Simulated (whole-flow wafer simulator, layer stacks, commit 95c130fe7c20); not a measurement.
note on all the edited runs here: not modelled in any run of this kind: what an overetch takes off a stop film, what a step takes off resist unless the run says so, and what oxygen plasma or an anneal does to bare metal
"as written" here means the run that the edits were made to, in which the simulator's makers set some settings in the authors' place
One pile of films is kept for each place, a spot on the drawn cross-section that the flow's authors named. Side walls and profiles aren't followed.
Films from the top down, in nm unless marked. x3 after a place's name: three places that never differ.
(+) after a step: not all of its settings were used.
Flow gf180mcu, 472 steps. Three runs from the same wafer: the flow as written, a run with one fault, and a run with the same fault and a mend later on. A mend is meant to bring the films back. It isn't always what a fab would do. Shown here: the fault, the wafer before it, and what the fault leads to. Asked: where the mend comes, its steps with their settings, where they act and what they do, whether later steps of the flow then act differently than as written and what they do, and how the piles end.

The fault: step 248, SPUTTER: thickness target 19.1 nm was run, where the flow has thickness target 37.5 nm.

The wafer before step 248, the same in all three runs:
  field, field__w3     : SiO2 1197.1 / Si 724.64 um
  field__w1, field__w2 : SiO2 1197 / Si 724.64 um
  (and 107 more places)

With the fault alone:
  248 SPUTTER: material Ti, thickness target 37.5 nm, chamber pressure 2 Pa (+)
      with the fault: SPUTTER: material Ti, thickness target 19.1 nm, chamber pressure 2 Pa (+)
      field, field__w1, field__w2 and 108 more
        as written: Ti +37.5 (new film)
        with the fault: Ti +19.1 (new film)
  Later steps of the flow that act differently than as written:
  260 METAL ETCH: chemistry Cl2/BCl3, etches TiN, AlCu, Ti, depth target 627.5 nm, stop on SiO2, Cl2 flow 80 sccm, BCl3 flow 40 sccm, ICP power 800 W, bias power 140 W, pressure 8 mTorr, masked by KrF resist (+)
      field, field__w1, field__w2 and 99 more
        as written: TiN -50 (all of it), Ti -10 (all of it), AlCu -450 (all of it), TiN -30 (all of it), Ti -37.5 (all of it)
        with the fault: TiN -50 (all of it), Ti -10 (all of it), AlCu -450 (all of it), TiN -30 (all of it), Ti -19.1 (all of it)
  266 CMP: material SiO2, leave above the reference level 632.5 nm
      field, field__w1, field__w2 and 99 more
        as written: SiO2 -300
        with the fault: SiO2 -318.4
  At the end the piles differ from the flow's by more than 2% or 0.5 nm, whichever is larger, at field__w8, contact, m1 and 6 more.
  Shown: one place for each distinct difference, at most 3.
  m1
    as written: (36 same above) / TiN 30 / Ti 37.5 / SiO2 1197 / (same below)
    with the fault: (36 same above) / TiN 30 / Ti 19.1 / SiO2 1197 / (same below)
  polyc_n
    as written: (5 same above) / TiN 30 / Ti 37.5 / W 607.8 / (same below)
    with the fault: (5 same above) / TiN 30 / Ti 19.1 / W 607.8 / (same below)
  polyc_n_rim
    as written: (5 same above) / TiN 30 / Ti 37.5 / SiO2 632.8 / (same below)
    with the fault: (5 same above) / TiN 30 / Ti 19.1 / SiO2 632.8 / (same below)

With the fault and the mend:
  The mend comes after step 248.
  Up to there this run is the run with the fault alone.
  248a SPUTTER: material Ti, thickness target 18.4 nm, chamber pressure 2 Pa (+) (the flow's step 248 once more, with other settings)
      field, field__w1, field__w2 and 108 more
        Ti +18.4
  No later step of the flow acts differently than as written at any place that is followed.
  At the end the piles are the same as the flow's at every place that both follow.
